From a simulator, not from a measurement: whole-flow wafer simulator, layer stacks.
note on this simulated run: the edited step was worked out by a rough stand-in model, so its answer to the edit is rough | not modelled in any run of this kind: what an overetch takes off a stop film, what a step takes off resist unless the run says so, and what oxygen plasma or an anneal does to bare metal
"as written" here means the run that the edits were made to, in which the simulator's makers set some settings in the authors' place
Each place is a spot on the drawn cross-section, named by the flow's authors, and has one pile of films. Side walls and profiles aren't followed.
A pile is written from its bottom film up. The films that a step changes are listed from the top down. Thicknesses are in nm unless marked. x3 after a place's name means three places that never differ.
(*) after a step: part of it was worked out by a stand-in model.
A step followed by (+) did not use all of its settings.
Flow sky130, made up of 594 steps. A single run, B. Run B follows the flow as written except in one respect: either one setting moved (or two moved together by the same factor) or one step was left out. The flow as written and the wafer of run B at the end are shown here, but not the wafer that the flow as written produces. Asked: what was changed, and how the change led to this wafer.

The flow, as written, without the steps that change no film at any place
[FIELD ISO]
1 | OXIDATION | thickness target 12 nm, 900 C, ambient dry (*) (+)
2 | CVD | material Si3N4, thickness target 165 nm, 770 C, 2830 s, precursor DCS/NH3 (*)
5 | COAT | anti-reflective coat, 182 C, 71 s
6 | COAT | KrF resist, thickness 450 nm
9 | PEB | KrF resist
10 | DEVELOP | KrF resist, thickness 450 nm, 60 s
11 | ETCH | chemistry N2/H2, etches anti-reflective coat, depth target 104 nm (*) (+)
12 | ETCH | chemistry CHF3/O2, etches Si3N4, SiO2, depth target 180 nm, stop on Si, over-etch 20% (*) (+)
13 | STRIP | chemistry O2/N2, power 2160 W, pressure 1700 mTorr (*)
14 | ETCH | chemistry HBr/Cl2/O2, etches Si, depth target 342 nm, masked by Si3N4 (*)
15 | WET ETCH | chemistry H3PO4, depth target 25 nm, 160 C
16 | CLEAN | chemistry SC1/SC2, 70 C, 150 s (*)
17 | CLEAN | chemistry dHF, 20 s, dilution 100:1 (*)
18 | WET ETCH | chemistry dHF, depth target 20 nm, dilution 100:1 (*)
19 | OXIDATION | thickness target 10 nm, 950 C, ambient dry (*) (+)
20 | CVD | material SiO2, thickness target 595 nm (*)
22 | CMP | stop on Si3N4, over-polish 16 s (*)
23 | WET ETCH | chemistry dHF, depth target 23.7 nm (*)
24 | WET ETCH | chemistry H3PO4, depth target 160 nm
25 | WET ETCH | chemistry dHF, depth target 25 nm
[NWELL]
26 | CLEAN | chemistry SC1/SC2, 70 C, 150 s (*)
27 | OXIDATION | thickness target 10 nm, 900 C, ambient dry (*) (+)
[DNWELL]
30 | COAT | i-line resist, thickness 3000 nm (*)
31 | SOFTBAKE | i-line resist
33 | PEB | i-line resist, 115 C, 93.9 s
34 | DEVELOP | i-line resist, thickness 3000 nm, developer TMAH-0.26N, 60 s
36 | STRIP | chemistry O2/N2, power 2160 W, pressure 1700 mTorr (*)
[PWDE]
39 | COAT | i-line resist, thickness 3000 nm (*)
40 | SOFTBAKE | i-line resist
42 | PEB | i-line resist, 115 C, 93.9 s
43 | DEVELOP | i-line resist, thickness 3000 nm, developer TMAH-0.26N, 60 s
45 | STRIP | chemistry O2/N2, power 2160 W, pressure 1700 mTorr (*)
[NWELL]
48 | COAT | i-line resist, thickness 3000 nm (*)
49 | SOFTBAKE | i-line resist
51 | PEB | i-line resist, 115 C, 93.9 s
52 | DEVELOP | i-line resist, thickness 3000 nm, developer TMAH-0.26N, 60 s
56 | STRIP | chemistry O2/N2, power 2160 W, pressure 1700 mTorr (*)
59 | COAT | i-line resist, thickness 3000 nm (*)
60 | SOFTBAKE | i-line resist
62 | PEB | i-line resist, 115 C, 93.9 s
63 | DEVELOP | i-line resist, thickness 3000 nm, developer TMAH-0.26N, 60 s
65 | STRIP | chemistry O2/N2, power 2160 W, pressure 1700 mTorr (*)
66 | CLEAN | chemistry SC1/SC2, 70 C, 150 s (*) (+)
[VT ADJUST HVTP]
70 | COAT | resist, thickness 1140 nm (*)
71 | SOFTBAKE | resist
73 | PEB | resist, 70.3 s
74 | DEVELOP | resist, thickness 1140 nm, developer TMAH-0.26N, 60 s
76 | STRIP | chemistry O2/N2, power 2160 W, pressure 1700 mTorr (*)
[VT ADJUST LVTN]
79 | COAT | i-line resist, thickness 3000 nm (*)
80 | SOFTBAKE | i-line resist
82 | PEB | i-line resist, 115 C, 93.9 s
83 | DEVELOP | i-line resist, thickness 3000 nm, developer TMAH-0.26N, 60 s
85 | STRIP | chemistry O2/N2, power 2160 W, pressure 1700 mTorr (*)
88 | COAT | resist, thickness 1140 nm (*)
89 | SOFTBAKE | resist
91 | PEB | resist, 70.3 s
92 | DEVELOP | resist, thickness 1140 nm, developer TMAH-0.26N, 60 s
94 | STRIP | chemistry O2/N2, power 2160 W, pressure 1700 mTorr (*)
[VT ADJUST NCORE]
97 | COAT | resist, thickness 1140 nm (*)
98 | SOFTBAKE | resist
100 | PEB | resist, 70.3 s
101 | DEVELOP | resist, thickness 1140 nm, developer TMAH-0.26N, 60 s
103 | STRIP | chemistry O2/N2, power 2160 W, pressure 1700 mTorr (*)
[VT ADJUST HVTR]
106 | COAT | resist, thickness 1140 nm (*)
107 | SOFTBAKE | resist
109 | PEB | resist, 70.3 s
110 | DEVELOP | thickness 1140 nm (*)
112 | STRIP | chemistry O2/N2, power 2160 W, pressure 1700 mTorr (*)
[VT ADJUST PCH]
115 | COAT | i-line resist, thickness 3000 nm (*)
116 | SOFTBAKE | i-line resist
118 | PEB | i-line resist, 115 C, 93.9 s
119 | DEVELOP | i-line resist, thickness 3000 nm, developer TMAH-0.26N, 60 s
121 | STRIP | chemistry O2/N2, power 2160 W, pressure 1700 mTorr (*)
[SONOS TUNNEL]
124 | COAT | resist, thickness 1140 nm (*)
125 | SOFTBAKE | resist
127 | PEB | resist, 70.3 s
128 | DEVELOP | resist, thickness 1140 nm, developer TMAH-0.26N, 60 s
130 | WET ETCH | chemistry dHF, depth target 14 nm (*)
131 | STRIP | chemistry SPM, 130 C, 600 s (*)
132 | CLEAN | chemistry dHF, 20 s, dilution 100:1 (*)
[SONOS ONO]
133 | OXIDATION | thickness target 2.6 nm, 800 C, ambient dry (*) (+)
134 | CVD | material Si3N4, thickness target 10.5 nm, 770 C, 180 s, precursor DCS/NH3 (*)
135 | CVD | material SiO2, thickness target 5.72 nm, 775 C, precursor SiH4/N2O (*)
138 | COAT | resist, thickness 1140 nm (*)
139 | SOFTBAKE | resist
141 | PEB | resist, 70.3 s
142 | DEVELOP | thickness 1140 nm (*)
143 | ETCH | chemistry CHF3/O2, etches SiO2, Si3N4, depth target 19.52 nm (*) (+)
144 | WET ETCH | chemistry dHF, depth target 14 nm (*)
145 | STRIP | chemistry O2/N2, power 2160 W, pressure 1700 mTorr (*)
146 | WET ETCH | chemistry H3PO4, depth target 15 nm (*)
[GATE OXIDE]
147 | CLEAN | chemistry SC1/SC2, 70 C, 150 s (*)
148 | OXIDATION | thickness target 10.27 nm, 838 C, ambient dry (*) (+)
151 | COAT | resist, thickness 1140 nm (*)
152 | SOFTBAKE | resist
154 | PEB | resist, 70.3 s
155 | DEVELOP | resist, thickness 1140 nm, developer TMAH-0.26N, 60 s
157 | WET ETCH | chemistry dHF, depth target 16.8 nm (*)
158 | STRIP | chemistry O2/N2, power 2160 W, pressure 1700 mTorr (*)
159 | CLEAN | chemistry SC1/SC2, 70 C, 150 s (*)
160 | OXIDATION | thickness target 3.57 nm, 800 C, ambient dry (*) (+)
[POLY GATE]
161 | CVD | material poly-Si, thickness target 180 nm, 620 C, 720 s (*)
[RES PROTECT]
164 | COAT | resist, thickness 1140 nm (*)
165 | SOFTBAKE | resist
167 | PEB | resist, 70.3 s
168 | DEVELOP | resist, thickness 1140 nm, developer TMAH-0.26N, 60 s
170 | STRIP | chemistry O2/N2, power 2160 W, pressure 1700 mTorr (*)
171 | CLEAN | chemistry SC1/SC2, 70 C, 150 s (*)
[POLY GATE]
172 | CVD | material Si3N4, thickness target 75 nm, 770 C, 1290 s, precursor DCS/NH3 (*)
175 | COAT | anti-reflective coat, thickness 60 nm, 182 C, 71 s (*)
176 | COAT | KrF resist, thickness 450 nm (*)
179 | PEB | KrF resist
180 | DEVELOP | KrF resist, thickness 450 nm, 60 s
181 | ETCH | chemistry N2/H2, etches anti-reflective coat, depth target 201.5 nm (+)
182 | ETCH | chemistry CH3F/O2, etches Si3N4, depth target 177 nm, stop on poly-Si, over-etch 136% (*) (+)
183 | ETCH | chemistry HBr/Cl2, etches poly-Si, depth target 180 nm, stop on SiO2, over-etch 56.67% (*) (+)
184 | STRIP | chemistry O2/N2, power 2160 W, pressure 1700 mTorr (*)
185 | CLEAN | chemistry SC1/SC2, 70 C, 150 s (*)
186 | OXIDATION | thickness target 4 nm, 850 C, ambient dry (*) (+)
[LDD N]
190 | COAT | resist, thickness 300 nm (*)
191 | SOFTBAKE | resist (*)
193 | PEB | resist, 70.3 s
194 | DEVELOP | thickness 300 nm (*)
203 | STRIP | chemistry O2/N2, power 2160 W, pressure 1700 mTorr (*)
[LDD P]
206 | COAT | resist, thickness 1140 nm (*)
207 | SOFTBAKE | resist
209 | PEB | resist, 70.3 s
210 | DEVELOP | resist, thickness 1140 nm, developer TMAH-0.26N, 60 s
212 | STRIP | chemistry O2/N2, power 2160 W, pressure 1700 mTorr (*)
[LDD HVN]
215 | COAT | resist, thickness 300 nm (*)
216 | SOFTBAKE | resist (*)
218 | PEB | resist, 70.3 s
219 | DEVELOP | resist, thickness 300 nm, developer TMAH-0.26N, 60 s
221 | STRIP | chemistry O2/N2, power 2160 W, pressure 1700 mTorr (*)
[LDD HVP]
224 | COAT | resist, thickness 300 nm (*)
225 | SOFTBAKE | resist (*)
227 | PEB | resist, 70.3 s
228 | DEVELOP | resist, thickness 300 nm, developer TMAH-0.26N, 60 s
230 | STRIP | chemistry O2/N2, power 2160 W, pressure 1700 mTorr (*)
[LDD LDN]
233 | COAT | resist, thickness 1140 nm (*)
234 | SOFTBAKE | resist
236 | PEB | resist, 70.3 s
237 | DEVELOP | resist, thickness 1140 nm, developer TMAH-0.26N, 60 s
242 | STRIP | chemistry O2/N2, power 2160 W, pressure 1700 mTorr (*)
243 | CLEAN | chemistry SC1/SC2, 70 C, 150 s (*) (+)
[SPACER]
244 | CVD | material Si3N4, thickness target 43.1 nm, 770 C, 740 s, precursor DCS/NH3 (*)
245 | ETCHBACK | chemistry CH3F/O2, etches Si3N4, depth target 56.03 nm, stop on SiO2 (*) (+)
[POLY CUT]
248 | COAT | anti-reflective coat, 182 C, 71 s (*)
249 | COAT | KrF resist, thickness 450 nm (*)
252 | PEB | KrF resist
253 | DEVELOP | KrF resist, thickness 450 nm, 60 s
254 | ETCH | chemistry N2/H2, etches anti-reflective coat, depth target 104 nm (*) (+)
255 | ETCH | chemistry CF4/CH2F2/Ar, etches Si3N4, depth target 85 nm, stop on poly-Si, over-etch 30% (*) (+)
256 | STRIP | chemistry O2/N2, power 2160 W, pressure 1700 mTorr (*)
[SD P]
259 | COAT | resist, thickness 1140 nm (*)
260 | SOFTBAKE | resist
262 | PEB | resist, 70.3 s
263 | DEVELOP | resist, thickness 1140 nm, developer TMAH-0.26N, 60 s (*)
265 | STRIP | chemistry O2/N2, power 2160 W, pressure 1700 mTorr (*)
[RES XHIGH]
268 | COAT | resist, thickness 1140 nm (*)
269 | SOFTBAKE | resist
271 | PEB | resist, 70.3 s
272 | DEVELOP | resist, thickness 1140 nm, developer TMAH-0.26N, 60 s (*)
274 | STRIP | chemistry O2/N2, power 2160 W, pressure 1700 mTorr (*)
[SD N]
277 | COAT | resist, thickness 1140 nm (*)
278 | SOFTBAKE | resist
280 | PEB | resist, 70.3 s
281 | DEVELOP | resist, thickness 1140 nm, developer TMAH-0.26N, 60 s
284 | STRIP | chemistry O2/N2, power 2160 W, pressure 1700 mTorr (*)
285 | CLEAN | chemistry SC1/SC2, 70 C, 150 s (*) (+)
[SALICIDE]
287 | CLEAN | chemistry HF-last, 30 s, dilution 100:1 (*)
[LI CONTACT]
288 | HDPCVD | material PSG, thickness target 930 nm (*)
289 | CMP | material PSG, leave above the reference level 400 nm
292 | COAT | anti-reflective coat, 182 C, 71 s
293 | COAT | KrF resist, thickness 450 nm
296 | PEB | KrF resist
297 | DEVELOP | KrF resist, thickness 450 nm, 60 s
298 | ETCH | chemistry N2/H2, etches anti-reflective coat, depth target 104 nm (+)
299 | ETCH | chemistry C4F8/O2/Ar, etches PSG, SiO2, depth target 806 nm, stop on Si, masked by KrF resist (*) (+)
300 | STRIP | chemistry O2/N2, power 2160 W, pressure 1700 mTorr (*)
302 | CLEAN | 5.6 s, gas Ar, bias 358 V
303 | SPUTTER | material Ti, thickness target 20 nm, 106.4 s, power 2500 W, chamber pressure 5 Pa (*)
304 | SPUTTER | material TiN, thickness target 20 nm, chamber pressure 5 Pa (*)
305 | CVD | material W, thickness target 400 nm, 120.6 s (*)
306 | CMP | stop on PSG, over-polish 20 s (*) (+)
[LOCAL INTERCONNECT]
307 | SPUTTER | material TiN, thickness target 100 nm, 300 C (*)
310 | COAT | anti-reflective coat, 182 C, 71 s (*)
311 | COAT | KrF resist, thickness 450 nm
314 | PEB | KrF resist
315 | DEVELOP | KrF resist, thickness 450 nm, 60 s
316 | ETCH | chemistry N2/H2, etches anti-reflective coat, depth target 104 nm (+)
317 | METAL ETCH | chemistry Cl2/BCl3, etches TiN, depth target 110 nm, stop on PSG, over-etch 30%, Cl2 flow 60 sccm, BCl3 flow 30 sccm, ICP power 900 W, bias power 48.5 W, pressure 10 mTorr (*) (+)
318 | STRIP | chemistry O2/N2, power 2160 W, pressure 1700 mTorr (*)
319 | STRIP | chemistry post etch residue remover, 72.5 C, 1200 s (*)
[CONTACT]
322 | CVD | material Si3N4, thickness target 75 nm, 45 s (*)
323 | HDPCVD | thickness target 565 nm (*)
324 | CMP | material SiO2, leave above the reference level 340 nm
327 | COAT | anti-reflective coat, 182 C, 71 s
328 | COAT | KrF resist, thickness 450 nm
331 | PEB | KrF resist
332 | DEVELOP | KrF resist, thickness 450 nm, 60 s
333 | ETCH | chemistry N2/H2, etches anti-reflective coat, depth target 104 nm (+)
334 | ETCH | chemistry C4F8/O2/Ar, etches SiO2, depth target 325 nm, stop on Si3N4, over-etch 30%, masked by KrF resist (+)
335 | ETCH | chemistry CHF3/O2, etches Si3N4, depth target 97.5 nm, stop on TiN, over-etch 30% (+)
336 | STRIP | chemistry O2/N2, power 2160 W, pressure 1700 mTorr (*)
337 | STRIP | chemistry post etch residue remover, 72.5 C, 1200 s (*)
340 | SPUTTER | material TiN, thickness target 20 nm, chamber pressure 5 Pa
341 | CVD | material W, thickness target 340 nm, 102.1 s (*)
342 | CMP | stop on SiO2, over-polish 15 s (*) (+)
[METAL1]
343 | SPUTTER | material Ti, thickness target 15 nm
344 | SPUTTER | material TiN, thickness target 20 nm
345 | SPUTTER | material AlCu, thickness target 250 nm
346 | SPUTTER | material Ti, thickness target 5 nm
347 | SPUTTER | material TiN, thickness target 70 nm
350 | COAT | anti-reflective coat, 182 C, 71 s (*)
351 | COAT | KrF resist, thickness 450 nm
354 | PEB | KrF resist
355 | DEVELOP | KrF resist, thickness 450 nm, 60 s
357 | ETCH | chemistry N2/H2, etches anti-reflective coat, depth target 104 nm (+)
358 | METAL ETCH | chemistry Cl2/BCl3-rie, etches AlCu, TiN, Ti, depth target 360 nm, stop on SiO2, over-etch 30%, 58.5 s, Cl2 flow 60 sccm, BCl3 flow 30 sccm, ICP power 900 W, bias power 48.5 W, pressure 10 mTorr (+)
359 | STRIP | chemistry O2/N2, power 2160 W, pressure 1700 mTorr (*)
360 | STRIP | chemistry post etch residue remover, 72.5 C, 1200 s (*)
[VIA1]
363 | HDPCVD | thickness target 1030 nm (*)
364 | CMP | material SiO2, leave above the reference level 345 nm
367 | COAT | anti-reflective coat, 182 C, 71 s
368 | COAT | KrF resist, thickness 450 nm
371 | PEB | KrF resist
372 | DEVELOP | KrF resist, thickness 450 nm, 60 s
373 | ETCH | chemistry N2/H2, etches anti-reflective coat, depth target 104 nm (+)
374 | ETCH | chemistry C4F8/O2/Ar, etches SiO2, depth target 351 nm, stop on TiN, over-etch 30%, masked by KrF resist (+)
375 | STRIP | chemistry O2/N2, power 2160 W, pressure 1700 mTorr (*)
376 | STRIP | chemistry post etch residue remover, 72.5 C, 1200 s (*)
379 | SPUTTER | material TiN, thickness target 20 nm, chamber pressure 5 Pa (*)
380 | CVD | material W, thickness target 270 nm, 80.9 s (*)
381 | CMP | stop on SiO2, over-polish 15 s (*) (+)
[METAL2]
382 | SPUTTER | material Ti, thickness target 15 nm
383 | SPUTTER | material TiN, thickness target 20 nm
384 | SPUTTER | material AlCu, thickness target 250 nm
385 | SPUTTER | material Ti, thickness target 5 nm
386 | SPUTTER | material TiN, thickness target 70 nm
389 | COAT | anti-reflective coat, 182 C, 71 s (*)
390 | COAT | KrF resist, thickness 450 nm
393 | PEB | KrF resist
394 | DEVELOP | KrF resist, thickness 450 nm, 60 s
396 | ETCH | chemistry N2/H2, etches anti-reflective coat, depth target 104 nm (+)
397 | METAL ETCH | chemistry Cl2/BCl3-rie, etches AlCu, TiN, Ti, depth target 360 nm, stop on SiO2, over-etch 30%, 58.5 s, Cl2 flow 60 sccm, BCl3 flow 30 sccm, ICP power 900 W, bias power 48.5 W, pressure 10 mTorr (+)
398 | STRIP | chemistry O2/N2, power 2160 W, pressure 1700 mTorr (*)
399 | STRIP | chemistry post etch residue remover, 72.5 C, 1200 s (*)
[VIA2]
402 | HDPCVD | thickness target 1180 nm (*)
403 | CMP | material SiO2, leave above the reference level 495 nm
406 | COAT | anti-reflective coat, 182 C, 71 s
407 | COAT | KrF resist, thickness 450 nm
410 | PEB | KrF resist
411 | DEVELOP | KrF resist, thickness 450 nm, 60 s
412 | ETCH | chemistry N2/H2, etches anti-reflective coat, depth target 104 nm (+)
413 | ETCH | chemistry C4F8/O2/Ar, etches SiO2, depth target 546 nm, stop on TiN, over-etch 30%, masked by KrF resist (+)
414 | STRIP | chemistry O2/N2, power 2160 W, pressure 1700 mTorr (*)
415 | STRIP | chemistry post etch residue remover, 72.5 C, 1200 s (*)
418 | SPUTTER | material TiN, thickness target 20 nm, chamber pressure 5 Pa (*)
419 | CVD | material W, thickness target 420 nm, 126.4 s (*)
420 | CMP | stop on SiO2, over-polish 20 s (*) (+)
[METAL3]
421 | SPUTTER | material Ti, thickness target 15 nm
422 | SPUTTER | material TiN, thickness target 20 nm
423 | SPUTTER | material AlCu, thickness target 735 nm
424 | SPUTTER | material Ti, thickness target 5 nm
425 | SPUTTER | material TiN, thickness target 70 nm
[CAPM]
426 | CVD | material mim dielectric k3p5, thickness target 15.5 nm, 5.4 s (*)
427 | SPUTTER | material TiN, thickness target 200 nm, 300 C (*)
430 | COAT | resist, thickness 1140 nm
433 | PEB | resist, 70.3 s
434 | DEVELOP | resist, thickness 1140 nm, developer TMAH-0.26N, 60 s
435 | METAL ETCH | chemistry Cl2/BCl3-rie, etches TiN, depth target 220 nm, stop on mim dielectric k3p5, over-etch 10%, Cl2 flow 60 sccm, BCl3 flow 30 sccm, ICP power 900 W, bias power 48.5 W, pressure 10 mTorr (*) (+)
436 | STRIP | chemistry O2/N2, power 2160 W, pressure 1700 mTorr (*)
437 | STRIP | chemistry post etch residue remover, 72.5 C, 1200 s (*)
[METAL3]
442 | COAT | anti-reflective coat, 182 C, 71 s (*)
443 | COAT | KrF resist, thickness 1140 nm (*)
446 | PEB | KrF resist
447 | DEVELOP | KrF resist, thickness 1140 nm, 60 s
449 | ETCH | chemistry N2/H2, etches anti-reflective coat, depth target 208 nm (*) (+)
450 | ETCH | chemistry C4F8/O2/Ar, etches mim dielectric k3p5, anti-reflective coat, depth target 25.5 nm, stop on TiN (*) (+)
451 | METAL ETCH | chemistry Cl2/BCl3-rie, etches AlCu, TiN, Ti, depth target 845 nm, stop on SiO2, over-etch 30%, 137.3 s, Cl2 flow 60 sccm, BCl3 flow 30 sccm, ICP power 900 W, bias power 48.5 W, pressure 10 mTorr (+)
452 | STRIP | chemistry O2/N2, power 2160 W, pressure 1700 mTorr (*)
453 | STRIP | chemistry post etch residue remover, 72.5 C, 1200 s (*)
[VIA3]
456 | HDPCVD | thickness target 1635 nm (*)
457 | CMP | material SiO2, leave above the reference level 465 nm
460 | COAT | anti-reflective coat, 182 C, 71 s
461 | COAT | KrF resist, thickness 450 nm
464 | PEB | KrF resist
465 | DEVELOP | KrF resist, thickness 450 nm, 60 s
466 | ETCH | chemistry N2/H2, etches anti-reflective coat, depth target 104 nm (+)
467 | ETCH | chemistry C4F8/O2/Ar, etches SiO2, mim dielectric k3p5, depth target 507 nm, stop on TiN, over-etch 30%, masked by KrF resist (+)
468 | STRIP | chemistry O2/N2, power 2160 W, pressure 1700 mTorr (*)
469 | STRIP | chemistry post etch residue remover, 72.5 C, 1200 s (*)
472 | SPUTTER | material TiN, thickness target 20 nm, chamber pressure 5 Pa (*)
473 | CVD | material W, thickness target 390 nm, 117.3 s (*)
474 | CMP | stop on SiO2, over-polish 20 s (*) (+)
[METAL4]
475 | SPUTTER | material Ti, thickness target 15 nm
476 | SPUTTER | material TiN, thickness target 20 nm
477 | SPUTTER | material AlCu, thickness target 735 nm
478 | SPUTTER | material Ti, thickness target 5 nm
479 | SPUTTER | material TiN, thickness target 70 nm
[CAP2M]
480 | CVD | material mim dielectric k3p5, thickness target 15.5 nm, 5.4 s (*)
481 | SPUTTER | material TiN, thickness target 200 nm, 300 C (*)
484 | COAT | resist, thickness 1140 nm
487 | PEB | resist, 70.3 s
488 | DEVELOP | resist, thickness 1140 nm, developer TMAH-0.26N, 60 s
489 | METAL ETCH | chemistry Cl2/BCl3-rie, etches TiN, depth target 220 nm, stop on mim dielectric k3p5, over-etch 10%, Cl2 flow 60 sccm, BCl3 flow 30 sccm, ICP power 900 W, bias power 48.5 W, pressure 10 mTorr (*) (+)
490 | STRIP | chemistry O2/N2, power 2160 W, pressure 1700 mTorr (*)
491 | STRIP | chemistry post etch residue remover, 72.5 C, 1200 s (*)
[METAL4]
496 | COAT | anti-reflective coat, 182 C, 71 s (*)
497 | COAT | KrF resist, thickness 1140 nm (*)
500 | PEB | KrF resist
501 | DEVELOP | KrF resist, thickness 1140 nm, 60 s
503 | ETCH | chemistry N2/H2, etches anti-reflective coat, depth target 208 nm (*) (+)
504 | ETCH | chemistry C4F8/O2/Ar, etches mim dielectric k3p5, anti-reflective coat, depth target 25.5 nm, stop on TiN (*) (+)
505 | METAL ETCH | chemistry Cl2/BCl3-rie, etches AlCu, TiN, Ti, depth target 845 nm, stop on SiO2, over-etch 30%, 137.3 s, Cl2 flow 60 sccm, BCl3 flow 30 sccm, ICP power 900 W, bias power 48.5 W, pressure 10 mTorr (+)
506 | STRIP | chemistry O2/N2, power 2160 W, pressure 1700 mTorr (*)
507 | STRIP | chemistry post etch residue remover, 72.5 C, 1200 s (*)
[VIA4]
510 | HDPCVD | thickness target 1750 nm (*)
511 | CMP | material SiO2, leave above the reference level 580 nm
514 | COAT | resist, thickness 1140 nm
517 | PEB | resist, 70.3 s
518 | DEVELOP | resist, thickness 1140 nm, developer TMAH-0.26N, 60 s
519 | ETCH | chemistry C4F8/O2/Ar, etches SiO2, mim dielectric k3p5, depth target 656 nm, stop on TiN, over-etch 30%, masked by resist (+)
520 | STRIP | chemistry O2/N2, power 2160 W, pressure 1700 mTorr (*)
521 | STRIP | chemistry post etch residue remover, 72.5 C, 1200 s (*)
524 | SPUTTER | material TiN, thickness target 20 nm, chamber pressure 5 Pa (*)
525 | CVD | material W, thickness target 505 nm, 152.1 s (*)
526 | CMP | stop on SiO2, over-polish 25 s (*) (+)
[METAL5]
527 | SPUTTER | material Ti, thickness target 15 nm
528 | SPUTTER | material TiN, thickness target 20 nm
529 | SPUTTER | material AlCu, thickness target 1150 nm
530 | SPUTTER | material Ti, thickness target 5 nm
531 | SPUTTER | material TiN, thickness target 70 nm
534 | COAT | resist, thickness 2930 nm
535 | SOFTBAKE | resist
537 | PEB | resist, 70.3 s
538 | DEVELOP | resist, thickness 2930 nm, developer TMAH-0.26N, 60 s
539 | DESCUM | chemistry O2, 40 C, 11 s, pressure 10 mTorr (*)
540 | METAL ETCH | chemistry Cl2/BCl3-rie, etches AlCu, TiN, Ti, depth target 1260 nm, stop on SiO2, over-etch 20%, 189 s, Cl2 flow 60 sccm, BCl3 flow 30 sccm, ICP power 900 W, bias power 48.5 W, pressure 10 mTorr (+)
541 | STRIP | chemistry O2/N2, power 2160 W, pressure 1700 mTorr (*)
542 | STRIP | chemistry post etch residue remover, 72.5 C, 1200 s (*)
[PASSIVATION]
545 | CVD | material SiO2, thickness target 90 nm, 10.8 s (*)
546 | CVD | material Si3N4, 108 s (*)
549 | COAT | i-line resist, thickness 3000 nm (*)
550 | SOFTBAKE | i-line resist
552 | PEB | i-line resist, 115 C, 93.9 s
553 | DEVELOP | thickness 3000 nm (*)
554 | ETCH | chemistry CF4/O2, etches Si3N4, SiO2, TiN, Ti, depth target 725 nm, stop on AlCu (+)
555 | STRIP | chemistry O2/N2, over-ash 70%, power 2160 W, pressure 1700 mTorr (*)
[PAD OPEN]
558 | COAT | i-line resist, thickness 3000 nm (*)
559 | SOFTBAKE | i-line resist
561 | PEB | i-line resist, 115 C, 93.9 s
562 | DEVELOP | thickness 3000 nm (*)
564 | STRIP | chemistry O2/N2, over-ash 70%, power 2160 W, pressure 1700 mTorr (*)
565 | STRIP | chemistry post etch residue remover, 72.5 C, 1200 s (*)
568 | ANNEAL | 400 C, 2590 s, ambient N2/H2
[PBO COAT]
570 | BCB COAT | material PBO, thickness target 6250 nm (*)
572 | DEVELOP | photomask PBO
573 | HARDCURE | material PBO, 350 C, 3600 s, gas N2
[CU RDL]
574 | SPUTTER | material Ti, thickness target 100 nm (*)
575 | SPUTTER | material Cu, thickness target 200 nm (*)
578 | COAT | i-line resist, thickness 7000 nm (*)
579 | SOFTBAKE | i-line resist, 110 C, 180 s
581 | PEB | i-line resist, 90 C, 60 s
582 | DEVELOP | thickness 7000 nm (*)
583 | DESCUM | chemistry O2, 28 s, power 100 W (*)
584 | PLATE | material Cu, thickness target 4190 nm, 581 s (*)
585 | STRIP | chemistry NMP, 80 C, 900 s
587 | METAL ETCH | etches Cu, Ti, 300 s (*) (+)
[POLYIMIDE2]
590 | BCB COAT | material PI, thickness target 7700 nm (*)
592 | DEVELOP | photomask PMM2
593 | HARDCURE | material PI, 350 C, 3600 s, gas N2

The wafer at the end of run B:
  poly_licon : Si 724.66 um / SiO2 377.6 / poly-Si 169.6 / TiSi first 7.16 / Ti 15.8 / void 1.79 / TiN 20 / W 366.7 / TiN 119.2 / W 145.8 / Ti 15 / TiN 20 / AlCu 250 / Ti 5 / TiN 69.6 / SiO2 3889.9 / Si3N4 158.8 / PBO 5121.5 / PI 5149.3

Cause: step 341, CVD: thickness target 144 nm was run, while the flow as written has thickness target 340 nm; step 341, CVD: 43.4 s was run, where the flow has 102.1 s.

How this came from the change, step by step:
  341 | CVD | material W, thickness target 340 nm, 102.1 s (*)
      field, active, n_well and 185 more: W gains 145.8 (new film) (it would be, as written: W gains 340 (new film))
      ndiff_licon, ndiff_licon_cpp, rpo_hd_licon: W gains 496.3 (new film) (it would be, as written: W gains 690.5 (new film))
  342 | CMP | stop on SiO2, over-polish 15 s (*) (+)
      poly_licon: nothing (it would be, as written: W loses 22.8)
      field, active, n_well and 184 more: W loses 145.8 (all of it), TiN loses 20 (all of it), SiO2 loses 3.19 (it would be, as written: W loses 340 (all of it), TiN loses 20 (all of it), SiO2 loses 3.19)
      (also at 3 further places)
  350 | COAT | anti-reflective coat, 182 C, 71 s (*)
      poly_licon: anti-reflective coat gains 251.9 (new film) (it would be, as written: anti-reflective coat gains 80.5 (new film))
  359 | STRIP | chemistry O2/N2, power 2160 W, pressure 1700 mTorr (*)
      poly_licon: KrF resist loses 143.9 (all of it), anti-reflective coat loses 251.9 (all of it) (it would be, as written: KrF resist loses 143.9 (all of it), anti-reflective coat loses 80.5 (all of it))
  364 | CMP | material SiO2, leave above the reference level 345 nm
      poly_licon: SiO2 loses 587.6 (it would be, as written: SiO2 loses 759)
